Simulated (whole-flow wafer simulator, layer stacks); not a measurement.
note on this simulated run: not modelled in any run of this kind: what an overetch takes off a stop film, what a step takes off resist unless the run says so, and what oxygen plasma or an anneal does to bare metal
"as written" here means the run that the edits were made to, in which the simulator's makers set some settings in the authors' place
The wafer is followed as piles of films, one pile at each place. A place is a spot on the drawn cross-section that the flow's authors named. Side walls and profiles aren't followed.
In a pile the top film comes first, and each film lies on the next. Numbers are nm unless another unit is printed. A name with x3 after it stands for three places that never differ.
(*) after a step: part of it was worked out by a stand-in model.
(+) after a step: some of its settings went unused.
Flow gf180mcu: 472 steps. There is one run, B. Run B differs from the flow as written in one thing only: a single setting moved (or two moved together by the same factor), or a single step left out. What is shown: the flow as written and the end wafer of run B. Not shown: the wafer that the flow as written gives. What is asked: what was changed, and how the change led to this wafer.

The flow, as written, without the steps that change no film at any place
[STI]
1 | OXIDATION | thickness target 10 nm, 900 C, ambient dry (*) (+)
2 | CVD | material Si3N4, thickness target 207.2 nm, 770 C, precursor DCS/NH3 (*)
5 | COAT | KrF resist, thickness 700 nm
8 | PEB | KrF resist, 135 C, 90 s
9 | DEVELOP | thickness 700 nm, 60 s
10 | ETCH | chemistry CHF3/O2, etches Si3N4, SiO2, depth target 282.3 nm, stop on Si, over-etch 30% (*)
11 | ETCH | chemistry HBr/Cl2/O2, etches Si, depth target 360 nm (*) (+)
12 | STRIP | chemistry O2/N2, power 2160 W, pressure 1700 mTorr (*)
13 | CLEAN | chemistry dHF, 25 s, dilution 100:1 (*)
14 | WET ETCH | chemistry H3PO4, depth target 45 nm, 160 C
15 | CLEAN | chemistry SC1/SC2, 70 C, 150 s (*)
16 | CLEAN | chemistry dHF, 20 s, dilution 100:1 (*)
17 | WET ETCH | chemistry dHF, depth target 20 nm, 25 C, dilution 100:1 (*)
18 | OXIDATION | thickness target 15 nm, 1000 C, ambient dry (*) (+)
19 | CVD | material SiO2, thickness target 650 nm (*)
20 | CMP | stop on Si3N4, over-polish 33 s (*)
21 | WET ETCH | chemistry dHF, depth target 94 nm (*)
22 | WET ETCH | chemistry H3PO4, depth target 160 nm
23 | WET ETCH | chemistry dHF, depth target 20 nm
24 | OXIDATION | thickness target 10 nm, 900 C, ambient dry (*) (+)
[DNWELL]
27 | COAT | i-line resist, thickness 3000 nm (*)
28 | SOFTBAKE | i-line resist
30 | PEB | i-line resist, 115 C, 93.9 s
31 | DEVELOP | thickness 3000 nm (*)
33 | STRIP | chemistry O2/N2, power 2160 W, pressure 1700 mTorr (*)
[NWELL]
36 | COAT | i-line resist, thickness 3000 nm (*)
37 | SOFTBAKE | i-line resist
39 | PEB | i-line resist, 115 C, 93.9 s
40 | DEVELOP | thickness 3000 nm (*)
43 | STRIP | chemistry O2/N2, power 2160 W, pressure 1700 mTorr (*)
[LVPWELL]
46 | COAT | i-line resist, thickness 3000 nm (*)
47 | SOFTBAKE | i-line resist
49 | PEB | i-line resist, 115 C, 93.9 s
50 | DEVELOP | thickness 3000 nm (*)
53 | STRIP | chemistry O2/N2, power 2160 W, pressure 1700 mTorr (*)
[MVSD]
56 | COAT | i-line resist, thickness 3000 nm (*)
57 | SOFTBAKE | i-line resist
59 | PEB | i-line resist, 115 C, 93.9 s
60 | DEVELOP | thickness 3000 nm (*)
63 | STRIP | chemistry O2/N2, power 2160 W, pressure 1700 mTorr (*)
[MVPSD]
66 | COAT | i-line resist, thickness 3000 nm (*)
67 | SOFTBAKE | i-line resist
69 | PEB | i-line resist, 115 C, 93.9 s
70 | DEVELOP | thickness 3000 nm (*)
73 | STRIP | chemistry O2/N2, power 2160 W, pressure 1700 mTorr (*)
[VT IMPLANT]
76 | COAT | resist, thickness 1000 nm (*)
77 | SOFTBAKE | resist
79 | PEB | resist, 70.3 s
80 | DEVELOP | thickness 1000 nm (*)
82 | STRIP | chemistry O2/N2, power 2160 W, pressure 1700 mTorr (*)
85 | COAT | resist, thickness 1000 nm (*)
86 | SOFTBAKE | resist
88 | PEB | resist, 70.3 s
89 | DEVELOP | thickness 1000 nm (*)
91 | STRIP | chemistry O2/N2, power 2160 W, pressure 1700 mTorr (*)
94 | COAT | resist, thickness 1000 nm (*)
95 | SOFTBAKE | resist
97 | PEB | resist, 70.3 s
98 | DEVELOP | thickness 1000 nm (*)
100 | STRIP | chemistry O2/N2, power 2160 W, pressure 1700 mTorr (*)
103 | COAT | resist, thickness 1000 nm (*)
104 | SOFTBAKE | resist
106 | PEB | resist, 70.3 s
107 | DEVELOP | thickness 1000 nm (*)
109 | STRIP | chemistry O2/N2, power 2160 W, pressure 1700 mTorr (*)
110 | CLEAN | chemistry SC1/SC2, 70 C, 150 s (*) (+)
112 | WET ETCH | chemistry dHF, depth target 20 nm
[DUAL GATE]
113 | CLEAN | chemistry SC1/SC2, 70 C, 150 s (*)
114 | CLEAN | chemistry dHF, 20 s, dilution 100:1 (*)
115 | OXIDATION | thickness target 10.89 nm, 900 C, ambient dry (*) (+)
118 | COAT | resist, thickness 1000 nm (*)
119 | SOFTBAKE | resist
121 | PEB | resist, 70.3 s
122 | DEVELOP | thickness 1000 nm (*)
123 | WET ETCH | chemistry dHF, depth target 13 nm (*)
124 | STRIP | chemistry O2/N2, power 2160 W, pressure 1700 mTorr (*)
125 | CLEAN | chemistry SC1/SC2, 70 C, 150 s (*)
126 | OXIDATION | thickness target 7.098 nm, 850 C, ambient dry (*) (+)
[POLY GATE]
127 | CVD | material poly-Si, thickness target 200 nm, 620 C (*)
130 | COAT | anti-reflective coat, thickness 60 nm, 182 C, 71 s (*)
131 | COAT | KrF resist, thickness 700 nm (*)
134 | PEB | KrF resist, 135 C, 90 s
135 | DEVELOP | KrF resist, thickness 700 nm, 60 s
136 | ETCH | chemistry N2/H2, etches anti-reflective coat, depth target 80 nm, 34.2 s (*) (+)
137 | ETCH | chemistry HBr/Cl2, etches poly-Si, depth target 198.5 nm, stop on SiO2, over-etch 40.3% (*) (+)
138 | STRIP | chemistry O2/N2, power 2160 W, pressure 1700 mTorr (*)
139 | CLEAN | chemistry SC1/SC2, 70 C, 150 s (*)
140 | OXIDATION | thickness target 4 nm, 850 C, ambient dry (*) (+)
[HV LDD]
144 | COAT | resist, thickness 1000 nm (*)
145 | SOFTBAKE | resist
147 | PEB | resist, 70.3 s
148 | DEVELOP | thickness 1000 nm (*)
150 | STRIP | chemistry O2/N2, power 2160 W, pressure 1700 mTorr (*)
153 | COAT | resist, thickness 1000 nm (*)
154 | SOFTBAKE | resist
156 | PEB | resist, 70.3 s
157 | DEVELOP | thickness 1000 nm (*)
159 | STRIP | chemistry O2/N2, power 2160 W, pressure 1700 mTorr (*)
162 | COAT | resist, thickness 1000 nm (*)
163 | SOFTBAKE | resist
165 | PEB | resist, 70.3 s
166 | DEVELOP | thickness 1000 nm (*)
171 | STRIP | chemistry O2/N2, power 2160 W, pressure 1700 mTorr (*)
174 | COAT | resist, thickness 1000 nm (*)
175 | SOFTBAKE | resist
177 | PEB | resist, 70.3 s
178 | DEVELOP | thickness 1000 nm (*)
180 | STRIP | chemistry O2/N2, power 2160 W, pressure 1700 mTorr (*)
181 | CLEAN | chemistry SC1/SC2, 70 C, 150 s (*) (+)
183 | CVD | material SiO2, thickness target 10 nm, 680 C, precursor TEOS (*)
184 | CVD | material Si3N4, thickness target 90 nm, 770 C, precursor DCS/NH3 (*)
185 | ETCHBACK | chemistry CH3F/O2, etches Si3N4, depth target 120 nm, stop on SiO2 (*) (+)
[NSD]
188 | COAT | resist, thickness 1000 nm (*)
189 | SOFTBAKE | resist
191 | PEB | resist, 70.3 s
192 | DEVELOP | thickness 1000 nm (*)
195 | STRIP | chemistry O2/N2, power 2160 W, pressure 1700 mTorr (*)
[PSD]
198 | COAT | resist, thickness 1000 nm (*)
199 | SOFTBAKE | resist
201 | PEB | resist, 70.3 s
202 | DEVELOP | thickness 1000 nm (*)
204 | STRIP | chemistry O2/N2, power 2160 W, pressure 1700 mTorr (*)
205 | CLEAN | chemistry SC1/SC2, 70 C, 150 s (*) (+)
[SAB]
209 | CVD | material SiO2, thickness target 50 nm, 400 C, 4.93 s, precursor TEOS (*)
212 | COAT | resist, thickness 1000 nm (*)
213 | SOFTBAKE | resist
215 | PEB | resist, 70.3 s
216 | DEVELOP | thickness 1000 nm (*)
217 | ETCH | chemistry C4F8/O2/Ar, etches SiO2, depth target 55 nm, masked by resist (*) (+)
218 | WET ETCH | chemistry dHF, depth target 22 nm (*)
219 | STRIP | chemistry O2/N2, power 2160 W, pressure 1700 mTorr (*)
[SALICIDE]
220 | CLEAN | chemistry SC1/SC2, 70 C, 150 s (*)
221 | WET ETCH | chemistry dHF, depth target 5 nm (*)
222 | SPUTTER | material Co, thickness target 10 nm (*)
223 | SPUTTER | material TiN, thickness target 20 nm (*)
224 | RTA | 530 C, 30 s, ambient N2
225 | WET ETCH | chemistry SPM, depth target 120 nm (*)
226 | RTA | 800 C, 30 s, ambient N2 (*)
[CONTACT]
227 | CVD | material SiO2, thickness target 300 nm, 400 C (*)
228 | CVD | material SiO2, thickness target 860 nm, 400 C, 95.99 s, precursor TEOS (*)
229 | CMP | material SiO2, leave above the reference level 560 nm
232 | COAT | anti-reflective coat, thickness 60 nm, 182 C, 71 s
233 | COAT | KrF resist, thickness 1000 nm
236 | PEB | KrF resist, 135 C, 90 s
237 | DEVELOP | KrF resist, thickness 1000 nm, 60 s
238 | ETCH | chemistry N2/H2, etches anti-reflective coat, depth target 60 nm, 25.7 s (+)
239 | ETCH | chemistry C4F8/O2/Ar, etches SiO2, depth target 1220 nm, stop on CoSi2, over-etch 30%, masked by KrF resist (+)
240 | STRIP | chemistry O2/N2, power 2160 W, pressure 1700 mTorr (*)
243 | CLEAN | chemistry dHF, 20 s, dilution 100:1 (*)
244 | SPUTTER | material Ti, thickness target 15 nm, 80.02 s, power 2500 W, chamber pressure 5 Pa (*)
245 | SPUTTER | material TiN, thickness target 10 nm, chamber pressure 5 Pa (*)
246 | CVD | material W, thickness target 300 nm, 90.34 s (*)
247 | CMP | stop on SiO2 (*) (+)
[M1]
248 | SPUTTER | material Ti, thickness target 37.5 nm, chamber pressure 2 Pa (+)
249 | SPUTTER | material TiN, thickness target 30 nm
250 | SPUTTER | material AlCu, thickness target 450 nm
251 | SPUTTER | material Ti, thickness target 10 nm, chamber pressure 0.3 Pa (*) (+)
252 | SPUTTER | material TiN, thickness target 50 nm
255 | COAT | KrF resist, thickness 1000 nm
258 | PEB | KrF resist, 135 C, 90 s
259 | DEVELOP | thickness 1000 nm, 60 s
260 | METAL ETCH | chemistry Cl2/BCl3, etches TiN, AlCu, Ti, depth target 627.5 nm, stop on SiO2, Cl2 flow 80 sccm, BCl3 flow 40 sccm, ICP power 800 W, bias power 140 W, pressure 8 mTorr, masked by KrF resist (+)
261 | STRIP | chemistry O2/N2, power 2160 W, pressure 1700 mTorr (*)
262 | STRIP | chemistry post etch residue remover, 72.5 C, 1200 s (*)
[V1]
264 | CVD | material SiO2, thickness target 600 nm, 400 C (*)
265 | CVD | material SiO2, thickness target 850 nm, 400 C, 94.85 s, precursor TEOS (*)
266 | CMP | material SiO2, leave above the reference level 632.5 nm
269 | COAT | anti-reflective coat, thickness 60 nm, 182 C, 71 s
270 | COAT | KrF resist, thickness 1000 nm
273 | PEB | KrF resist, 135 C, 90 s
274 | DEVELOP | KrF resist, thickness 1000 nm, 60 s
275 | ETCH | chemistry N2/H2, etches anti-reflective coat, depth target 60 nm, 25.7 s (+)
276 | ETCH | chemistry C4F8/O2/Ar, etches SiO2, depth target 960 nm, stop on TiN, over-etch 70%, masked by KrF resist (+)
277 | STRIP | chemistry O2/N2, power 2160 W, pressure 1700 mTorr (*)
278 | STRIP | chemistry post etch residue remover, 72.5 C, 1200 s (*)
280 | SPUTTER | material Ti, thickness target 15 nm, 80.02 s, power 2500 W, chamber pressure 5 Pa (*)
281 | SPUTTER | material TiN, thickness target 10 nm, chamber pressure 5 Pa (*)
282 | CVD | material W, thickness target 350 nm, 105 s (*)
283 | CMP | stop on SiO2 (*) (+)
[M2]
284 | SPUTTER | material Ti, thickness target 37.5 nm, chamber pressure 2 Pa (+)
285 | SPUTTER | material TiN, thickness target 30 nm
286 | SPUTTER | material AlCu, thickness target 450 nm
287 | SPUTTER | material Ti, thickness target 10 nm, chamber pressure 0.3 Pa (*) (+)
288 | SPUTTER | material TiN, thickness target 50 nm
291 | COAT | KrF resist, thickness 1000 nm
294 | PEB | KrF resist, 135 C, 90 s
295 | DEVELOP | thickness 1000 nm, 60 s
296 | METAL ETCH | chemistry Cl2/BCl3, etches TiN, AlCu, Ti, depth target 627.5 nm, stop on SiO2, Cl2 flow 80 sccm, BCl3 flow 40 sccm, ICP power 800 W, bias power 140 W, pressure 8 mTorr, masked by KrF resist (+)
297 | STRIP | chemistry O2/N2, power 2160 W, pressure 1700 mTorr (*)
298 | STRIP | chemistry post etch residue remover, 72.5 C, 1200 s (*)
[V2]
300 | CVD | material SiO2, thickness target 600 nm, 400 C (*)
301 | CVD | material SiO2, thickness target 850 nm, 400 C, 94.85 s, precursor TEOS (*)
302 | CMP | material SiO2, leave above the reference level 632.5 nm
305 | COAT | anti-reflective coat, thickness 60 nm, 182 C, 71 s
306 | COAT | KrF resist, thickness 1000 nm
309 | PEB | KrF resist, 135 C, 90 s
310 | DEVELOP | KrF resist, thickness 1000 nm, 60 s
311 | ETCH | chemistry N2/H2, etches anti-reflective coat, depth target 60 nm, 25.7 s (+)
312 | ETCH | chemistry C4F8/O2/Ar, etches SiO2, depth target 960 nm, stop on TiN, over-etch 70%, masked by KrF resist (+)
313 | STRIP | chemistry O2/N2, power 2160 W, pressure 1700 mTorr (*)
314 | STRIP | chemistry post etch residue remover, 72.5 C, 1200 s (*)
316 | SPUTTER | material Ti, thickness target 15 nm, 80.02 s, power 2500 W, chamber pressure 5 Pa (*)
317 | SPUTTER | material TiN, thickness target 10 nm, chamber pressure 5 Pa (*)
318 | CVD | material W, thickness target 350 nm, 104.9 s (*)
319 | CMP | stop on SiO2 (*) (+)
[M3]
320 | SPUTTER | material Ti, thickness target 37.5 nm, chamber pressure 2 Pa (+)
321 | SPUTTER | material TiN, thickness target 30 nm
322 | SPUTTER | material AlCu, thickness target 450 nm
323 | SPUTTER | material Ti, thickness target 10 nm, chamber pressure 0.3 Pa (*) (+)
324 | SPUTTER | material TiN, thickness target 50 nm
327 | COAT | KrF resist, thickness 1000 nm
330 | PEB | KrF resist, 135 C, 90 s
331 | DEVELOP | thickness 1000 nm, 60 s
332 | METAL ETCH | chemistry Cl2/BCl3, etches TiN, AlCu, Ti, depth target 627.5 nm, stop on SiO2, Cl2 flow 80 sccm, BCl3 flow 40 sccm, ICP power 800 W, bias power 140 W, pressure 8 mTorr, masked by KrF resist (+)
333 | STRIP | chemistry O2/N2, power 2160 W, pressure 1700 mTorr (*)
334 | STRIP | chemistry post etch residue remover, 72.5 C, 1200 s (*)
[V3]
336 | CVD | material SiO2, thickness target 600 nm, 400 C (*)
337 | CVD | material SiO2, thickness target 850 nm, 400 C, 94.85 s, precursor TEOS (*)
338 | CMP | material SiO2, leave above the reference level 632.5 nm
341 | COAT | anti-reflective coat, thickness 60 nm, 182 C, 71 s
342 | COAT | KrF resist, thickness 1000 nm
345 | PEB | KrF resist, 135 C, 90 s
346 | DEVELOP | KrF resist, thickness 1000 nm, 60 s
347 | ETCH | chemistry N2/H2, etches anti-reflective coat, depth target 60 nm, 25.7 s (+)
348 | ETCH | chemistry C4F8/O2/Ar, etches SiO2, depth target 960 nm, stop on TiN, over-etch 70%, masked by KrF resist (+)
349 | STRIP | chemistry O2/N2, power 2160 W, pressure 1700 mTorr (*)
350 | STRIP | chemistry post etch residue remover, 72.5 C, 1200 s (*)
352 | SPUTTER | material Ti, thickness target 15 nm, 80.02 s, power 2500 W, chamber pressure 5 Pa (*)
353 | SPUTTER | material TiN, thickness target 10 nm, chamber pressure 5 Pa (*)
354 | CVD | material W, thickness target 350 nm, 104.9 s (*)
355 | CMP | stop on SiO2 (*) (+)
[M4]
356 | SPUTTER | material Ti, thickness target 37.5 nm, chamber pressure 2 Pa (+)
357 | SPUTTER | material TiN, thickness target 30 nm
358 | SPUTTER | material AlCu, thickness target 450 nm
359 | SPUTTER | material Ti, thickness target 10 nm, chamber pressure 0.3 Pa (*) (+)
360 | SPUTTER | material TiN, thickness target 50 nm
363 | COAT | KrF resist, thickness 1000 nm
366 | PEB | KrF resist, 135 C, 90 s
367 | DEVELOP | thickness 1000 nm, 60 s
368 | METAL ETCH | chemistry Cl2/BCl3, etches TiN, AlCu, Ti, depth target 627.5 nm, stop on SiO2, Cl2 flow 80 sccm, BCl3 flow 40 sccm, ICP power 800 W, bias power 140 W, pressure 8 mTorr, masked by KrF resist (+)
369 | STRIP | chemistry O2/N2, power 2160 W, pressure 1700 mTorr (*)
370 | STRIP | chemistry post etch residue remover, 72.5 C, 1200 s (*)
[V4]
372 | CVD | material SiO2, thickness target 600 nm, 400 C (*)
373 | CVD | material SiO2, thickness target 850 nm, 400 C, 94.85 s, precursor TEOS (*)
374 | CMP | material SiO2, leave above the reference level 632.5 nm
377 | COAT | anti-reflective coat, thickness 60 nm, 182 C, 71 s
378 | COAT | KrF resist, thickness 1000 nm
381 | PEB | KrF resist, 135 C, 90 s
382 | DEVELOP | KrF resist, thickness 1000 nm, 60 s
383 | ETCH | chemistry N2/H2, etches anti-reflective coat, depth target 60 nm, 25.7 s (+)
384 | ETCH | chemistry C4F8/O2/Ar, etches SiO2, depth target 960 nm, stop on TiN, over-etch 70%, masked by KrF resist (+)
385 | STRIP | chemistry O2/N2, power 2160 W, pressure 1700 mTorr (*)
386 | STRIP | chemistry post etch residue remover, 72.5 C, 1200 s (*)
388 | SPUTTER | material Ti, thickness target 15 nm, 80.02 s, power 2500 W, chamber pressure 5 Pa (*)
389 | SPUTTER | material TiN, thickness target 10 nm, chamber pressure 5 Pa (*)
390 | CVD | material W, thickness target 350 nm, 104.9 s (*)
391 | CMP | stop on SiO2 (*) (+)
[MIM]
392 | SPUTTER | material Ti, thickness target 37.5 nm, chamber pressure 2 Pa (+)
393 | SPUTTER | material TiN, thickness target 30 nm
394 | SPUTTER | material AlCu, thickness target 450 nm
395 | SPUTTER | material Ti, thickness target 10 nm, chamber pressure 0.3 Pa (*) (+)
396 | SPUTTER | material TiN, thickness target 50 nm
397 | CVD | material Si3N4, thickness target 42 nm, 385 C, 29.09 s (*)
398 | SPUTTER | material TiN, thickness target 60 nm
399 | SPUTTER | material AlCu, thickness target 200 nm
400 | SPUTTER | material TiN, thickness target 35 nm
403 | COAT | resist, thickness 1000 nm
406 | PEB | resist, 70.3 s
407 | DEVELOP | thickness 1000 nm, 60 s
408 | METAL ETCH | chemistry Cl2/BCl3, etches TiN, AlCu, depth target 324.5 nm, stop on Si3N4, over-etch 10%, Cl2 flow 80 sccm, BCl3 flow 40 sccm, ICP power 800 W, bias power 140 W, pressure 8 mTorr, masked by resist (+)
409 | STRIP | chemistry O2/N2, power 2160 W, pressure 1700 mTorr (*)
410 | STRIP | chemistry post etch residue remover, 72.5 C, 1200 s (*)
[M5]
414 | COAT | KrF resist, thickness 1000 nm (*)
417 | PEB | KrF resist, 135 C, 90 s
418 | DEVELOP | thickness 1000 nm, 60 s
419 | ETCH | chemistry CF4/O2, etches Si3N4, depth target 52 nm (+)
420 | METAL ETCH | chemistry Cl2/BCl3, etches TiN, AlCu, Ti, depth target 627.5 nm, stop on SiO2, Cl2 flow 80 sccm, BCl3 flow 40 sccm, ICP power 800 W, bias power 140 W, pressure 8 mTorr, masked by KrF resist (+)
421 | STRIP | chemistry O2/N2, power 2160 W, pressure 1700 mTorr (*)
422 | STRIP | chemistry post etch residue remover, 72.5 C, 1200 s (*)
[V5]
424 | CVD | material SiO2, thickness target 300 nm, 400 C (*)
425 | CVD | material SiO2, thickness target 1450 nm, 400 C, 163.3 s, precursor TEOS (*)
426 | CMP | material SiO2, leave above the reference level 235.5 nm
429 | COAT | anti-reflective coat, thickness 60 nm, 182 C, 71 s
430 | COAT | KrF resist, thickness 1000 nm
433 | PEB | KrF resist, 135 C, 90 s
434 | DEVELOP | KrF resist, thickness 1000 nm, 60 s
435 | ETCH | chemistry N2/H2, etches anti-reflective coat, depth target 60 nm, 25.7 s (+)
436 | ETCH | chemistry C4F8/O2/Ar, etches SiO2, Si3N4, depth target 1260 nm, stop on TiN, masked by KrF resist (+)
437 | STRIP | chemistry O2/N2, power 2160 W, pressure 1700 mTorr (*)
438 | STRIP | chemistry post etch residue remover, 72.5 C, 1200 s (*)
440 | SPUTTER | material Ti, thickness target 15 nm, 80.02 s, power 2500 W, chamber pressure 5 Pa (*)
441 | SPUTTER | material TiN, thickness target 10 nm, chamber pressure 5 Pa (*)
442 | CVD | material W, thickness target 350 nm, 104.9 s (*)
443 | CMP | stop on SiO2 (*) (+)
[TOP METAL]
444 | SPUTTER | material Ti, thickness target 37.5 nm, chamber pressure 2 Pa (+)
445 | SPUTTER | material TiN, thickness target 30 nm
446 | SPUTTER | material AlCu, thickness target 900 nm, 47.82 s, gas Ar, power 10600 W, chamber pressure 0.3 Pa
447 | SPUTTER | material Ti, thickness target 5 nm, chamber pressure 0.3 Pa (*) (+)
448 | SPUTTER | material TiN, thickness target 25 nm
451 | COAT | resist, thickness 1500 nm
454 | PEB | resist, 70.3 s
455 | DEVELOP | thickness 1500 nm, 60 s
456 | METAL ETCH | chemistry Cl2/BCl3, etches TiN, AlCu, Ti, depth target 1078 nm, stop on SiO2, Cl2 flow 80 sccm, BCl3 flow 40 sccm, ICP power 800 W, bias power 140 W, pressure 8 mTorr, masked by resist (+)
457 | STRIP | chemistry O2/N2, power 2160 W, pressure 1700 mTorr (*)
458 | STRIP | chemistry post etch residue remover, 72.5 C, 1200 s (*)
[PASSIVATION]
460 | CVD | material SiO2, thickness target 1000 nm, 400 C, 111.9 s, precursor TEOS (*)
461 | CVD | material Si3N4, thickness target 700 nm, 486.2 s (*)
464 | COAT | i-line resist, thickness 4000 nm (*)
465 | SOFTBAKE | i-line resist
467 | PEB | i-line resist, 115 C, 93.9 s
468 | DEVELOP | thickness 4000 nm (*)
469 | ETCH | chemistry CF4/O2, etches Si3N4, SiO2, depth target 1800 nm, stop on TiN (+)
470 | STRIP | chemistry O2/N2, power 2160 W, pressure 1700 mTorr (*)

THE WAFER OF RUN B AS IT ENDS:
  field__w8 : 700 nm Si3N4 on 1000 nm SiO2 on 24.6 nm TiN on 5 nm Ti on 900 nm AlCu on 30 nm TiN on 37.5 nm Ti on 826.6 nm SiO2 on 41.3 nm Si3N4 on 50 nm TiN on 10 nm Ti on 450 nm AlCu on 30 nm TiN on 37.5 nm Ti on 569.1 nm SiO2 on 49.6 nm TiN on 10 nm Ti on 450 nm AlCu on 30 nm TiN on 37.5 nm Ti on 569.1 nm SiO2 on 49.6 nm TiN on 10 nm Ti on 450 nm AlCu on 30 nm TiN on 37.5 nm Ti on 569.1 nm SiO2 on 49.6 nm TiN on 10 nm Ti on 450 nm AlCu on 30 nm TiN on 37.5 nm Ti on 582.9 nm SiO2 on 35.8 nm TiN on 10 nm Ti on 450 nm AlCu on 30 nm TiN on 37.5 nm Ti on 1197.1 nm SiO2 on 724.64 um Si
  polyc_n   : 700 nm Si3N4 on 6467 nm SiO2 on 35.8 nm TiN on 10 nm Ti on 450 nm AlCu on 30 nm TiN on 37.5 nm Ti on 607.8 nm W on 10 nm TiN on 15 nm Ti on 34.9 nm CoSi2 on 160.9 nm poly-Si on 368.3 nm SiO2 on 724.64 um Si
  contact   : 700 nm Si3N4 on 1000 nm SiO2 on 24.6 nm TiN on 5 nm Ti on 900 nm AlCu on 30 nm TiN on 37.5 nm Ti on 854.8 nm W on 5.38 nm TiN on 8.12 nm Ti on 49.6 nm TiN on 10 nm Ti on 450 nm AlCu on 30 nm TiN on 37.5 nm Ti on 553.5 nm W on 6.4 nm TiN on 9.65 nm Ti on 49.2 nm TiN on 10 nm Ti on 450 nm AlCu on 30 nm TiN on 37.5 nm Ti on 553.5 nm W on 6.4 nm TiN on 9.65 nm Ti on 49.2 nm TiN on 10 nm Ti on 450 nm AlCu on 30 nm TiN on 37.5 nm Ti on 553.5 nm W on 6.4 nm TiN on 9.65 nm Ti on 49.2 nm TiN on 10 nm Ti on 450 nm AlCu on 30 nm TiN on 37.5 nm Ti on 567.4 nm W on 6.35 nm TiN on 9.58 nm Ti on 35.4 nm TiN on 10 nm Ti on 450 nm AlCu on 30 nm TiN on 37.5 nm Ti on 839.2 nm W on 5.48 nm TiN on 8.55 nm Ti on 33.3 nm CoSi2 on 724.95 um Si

What caused this: step 252, SPUTTER: thickness target 36.2 nm was run, whereas the flow has thickness target 50 nm.

The path from the change to this, step by step:
  252 | SPUTTER | material TiN, thickness target 50 nm
      field, field__w1, field__w2 and 108 more: +36.2 TiN (new film) (in the flow as written it would be: +50 TiN (new film))
  260 | METAL ETCH | chemistry Cl2/BCl3, etches TiN, AlCu, Ti, depth target 627.5 nm, stop on SiO2, Cl2 flow 80 sccm, BCl3 flow 40 sccm, ICP power 800 W, bias power 140 W, pressure 8 mTorr, masked by KrF resist (+)
      field, field__w1, field__w2 and 99 more: -36.2 TiN (all of it), -10 Ti (all of it), -450 AlCu (all of it), -30 TiN (all of it), -37.5 Ti (all of it) (in the flow as written it would be: -50 TiN (all of it), -10 Ti (all of it), -450 AlCu (all of it), -30 TiN (all of it), -37.5 Ti (all of it))
  276 | ETCH | chemistry C4F8/O2/Ar, etches SiO2, depth target 960 nm, stop on TiN, over-etch 70%, masked by KrF resist (+)
      contact: -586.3 SiO2 (all of it) (in the flow as written it would be: -572.5 SiO2 (all of it))
